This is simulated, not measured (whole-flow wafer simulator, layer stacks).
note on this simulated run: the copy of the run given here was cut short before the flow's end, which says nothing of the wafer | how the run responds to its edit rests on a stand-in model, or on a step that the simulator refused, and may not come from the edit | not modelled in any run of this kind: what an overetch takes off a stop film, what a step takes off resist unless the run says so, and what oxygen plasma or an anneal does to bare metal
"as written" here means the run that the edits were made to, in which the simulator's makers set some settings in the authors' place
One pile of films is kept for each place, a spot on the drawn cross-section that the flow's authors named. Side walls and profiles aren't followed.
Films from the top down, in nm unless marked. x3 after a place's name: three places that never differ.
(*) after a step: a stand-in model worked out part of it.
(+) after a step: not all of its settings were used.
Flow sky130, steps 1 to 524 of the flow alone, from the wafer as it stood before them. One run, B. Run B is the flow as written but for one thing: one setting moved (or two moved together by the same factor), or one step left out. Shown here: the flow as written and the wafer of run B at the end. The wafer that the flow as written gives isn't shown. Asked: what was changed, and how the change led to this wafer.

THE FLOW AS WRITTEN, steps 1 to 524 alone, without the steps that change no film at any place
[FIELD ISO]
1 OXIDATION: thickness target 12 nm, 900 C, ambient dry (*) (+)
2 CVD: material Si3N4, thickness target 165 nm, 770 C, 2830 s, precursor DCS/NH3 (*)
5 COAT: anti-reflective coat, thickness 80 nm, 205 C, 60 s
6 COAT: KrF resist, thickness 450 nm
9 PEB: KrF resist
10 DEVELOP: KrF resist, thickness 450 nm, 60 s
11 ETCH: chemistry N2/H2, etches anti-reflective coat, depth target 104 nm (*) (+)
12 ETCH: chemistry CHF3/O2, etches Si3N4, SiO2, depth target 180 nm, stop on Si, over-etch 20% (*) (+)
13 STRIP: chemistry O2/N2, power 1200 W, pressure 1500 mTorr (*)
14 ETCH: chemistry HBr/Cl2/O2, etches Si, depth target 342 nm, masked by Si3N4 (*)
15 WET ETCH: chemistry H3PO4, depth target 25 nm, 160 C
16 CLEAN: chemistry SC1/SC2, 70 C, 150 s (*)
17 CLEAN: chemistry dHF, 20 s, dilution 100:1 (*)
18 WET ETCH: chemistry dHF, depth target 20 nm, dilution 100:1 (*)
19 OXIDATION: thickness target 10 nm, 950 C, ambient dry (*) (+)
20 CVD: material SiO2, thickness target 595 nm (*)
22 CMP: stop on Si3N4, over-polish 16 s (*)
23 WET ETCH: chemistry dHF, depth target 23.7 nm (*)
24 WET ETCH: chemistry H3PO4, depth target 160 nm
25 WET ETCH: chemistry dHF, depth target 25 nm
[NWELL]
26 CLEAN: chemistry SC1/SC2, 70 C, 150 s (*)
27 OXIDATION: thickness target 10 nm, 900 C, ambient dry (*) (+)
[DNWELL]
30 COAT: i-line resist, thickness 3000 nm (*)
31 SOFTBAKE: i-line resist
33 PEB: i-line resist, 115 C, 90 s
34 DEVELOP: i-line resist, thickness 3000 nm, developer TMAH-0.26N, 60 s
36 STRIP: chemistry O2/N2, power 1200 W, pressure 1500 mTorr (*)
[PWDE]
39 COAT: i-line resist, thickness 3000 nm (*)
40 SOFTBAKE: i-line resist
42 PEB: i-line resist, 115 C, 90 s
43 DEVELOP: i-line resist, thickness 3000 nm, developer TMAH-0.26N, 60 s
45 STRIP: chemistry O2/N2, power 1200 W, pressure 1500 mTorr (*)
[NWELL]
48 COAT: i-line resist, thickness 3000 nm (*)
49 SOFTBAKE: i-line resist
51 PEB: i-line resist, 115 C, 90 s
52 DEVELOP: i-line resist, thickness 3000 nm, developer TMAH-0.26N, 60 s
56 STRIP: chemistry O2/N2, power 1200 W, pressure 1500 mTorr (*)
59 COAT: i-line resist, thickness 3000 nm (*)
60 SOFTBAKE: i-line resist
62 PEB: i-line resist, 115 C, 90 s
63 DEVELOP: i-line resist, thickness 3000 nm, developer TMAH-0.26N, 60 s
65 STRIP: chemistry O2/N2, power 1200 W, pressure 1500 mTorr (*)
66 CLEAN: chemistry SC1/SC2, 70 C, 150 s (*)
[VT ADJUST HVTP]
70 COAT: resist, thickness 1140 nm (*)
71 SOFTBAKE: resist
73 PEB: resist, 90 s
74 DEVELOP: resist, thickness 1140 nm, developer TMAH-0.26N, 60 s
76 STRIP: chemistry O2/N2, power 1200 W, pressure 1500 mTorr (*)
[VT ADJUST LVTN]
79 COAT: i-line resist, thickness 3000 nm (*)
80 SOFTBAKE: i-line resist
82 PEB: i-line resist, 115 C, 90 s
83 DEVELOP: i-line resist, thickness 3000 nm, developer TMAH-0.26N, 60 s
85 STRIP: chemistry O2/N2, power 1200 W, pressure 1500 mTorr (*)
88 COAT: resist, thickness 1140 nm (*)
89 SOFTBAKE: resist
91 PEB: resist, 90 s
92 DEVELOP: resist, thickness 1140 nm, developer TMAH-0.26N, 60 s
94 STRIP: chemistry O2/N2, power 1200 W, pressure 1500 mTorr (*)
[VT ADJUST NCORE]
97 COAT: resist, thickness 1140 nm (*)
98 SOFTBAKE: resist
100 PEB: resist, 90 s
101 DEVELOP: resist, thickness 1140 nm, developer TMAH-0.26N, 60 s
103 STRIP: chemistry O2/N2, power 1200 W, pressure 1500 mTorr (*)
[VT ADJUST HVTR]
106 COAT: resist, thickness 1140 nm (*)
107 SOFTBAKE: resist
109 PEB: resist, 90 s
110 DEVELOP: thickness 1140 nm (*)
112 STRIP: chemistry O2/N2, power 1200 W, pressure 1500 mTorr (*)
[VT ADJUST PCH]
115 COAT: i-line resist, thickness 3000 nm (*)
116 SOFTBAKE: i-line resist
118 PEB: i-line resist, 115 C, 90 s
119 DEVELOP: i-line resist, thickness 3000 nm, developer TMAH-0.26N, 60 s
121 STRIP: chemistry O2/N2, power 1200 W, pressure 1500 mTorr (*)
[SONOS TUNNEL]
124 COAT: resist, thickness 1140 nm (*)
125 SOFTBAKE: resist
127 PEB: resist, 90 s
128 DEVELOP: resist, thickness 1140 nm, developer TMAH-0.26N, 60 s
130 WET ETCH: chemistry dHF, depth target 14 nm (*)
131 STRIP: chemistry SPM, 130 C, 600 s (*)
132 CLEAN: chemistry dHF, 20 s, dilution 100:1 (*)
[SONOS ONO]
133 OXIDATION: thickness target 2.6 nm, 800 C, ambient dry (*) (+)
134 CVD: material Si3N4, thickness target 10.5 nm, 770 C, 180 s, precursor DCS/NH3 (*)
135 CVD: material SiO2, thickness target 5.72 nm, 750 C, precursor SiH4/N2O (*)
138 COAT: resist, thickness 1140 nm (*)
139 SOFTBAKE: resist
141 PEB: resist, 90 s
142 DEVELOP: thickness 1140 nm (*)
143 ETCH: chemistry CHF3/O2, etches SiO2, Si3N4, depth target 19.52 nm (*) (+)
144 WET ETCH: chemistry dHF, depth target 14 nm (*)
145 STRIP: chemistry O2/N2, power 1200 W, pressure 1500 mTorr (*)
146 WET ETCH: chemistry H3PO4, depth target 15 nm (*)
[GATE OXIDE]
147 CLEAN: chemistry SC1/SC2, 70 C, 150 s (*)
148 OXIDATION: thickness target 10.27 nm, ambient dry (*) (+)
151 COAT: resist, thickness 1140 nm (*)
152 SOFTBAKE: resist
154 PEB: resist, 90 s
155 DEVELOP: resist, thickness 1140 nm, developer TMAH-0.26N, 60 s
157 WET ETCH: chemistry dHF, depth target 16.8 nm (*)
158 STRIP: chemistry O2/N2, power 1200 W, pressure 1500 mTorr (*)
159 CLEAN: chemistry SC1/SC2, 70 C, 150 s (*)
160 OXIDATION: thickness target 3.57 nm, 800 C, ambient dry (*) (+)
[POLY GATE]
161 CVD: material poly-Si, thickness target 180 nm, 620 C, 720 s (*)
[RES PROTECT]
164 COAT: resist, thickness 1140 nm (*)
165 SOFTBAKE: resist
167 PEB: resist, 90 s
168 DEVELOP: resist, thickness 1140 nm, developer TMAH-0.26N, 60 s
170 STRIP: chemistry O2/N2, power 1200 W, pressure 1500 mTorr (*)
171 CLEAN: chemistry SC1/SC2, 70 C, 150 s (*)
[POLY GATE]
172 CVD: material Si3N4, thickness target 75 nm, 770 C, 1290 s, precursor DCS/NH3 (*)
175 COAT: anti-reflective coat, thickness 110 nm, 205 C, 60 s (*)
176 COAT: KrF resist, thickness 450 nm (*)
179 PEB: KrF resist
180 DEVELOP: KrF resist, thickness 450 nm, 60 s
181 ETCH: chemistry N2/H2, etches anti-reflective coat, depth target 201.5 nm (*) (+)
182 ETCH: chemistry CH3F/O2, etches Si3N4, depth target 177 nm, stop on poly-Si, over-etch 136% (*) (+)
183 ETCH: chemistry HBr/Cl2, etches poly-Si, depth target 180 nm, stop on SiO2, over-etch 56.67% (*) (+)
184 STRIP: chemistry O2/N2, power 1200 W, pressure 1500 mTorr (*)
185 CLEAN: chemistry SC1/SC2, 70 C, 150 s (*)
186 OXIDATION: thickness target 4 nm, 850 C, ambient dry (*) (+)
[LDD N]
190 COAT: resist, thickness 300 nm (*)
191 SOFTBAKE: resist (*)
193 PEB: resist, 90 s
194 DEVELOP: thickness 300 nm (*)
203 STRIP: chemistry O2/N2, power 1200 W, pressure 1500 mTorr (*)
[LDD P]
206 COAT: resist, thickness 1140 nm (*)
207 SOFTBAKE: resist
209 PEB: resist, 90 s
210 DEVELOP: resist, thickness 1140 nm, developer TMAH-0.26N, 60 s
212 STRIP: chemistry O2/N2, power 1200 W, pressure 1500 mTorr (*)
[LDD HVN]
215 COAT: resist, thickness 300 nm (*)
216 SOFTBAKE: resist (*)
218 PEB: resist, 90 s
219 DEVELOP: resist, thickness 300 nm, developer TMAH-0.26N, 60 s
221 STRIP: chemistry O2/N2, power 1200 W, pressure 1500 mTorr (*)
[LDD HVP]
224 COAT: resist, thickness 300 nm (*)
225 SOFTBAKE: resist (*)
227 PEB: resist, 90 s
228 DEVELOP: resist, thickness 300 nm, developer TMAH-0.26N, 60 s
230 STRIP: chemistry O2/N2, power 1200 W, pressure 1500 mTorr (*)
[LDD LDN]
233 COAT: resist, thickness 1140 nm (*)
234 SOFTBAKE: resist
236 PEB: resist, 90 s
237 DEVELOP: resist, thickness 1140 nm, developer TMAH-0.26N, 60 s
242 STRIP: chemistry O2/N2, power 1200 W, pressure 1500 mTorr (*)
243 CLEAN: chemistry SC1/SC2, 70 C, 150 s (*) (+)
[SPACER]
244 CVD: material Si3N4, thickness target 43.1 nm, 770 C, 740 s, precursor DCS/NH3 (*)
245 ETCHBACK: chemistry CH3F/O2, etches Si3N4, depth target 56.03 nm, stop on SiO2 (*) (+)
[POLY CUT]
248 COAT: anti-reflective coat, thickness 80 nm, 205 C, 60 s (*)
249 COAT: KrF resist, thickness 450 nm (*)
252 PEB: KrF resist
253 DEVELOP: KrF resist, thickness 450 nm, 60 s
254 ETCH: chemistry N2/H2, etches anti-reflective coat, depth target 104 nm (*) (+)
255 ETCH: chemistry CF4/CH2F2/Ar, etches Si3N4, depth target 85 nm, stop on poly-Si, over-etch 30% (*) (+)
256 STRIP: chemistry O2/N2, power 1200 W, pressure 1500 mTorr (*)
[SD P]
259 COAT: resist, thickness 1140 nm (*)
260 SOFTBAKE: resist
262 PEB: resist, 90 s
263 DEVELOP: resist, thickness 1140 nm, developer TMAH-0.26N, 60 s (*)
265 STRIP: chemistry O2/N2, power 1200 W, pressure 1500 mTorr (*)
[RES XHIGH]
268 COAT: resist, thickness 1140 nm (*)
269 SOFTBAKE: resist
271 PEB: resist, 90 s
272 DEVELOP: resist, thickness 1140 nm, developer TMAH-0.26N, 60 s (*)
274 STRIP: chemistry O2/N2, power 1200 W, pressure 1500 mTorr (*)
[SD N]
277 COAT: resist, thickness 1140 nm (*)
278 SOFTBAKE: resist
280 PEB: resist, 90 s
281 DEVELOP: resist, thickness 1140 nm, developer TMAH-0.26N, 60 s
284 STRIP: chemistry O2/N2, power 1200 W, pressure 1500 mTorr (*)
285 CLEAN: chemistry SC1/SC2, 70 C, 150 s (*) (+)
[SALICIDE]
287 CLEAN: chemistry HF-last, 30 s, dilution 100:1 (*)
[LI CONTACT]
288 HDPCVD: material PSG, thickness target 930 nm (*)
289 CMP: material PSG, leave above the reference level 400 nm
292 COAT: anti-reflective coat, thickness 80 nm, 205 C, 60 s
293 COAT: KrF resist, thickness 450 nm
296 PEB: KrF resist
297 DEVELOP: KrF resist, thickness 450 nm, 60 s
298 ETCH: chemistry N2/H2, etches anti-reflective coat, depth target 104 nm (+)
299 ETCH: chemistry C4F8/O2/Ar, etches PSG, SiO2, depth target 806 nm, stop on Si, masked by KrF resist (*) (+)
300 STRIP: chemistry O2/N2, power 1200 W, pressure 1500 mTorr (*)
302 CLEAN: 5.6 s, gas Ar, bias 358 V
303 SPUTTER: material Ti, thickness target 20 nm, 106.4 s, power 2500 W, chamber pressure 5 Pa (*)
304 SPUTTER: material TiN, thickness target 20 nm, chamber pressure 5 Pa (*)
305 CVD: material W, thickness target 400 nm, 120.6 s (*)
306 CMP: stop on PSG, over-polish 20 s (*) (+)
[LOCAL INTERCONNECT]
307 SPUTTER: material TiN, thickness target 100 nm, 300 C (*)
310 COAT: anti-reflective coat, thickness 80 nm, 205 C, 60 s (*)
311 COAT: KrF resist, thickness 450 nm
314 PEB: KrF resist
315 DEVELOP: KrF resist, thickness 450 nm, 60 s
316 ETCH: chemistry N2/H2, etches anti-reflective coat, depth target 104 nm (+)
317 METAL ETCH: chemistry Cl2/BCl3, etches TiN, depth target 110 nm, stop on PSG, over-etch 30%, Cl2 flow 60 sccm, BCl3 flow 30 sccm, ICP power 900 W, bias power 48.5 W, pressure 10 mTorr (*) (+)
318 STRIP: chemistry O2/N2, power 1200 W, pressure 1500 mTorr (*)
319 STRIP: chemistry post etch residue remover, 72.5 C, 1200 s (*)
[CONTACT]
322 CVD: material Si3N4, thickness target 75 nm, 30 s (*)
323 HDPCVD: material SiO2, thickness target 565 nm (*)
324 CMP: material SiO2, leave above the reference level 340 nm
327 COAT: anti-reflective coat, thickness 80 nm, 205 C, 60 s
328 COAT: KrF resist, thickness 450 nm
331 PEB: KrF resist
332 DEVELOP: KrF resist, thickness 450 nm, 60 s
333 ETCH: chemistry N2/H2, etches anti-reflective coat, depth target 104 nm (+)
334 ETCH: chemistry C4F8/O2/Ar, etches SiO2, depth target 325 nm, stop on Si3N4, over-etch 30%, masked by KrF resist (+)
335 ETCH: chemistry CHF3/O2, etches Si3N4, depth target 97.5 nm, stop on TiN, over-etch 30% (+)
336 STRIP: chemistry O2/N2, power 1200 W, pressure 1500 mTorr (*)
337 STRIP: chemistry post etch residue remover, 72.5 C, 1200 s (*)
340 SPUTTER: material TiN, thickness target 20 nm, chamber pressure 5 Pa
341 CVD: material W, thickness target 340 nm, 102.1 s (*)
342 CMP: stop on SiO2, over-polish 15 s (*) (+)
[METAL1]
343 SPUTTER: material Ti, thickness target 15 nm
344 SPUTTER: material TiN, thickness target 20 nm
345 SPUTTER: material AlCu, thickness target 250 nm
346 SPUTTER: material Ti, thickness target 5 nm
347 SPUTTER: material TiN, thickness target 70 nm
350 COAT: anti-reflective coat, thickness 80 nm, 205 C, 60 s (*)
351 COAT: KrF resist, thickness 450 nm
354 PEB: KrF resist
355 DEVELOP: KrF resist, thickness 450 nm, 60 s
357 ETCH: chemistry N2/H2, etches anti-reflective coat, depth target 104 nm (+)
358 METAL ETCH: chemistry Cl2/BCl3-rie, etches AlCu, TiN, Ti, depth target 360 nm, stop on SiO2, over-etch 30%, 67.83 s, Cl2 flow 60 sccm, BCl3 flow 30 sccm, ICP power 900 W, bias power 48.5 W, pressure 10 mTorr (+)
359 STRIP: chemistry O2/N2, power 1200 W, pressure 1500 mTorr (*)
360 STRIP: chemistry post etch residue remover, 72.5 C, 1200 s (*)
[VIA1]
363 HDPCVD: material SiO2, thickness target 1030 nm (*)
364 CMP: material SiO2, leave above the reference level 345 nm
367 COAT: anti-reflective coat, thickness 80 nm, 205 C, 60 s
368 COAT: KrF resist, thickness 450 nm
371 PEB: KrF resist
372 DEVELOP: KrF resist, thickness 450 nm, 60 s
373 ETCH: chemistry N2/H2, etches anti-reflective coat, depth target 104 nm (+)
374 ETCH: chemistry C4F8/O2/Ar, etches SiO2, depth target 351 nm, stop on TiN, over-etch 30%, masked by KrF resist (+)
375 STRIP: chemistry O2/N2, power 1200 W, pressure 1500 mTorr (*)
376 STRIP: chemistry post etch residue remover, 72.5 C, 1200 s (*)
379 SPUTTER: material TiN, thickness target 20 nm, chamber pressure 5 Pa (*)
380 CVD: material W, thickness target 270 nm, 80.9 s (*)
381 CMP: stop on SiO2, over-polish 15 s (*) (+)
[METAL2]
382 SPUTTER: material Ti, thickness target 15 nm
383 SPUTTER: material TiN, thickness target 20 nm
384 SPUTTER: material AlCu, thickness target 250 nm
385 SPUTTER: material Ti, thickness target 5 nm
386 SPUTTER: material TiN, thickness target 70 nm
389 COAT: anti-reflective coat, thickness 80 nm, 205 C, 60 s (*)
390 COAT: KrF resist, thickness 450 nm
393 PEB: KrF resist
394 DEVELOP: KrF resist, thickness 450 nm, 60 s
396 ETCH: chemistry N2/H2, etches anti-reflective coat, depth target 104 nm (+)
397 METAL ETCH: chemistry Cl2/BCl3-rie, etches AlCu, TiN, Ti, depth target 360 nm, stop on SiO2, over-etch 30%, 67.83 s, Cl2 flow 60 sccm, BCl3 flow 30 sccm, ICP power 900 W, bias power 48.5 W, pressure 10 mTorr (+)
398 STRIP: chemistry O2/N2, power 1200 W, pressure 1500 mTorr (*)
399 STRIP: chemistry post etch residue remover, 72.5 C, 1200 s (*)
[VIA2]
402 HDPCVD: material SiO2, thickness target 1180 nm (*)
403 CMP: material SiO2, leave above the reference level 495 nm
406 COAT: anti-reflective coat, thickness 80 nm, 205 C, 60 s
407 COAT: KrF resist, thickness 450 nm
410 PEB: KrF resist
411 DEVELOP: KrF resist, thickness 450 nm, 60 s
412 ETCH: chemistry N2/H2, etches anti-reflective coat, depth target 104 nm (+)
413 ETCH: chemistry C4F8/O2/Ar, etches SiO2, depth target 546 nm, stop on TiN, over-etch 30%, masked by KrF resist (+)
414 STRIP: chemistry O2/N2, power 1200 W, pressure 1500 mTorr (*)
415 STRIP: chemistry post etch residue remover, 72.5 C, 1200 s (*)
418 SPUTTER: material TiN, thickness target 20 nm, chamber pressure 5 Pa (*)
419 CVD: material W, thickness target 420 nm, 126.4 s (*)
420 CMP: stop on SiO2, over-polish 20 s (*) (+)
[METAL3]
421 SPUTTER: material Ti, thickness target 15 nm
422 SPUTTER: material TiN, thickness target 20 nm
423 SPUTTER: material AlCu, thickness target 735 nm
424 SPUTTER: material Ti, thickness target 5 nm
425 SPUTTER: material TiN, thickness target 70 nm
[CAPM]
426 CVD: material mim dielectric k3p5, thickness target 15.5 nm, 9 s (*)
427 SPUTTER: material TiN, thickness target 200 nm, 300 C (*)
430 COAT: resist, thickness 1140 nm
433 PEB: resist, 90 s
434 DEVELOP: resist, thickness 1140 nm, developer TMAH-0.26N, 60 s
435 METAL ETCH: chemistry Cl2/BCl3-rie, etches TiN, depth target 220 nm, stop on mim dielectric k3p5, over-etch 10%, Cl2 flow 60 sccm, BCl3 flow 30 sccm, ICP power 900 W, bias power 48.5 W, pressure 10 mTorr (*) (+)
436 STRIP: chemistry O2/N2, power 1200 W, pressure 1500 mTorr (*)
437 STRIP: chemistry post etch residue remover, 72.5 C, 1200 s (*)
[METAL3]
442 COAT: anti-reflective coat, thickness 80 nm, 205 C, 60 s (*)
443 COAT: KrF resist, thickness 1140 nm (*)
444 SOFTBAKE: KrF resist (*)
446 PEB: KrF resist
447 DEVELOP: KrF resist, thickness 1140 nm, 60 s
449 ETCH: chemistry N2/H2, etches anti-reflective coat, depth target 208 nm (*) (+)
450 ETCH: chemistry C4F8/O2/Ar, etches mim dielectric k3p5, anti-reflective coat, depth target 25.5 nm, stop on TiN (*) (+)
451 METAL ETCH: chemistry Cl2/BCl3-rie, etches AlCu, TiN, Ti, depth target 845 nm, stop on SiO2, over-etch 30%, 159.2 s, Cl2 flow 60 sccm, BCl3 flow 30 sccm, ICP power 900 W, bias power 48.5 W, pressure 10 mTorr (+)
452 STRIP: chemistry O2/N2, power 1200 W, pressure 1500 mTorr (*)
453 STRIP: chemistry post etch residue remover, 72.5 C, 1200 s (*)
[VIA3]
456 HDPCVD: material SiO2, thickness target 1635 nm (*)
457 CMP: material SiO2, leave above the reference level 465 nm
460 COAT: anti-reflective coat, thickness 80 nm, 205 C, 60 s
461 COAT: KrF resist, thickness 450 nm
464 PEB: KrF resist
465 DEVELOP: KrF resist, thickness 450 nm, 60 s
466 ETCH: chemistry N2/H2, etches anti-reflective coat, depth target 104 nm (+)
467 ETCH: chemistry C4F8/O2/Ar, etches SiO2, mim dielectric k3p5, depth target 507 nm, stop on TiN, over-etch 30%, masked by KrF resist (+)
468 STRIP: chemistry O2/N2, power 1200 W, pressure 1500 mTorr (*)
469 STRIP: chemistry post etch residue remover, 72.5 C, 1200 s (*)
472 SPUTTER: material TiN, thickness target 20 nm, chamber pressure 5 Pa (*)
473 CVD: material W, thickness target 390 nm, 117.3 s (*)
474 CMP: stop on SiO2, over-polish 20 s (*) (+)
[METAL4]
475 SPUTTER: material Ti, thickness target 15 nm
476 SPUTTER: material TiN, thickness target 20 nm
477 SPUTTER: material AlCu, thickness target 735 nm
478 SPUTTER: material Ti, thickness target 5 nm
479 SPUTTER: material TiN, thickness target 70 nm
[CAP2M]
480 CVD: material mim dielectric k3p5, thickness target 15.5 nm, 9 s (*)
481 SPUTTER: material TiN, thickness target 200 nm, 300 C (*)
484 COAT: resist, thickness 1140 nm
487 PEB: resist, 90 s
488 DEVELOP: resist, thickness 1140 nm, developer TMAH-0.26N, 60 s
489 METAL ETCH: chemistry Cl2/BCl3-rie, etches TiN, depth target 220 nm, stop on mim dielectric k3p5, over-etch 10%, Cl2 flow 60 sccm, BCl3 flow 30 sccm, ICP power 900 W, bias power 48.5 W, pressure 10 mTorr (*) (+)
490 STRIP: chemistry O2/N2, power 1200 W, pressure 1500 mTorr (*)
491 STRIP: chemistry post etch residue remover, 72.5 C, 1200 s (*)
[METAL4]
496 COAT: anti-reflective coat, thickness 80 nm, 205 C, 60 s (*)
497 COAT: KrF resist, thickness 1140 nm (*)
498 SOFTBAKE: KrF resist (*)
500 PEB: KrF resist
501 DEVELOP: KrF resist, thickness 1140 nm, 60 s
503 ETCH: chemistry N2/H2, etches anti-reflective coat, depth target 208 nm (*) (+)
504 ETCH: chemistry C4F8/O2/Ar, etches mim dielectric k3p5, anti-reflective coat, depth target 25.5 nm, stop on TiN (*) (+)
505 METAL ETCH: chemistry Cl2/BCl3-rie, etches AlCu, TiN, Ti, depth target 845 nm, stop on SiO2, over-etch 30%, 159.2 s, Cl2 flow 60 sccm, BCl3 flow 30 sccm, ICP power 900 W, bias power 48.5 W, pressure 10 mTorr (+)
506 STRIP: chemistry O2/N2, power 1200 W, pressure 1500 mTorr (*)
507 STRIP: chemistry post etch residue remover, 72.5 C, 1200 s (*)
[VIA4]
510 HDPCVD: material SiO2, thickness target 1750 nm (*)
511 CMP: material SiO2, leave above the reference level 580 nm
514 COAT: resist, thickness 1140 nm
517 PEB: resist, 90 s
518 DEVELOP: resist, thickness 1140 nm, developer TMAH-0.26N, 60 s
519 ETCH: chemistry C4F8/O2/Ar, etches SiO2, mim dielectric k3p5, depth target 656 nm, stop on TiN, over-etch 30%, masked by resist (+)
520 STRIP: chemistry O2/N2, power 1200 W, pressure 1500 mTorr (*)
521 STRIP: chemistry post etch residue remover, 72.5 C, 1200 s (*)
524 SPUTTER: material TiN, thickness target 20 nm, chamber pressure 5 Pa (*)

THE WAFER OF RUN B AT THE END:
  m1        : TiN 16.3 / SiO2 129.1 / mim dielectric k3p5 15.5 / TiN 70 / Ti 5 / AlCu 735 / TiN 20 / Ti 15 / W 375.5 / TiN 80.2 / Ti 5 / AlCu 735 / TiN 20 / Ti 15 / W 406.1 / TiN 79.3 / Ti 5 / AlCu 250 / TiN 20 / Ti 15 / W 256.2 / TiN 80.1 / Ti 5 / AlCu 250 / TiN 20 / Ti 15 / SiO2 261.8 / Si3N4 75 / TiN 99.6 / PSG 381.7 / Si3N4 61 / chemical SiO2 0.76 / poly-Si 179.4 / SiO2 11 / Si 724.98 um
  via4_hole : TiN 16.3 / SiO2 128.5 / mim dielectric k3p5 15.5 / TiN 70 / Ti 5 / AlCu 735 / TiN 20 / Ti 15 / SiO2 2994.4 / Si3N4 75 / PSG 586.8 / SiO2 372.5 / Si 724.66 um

The cause: step 519, ETCH: depth target 361 nm was run, where the flow has depth target 656 nm.

How the change led to this, step by step:
  519 ETCH: chemistry C4F8/O2/Ar, etches SiO2, mim dielectric k3p5, depth target 656 nm, stop on TiN, over-etch 30%, masked by resist (+)
      m1: SiO2 -361 (as written it would be: SiO2 -490.1 (all of it), mim dielectric k3p5 -15.5 (all of it))
      via4_hole: SiO2 -361 (as written it would be: SiO2 -489.5 (all of it), mim dielectric k3p5 -15.5 (all of it))
      (and at 191 more places)
  520 STRIP: chemistry O2/N2, power 1200 W, pressure 1500 mTorr (*)
      field, active, n_well and 188 more: resist -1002 (all of it) (as written it would be: resist -943 (all of it))
  524 SPUTTER: material TiN, thickness target 20 nm, chamber pressure 5 Pa (*)
      m1, via4_hole: TiN +16.3 (new film) (as written it would be: TiN +15.3)
Counting metal films that touch as one body, m1 has 3 bodies (between them, from the top down: SiO2 129.1 / mim dielectric k3p5 15.5; SiO2 261.8 / Si3N4 75); the flow as written gives 2 bodies (between them, from the top down: SiO2 261.8 / Si3N4 75).
Counting metal films that touch as one body, via4_hole has 2 bodies (between them, from the top down: SiO2 128.5 / mim dielectric k3p5 15.5); the flow as written gives 1 body.
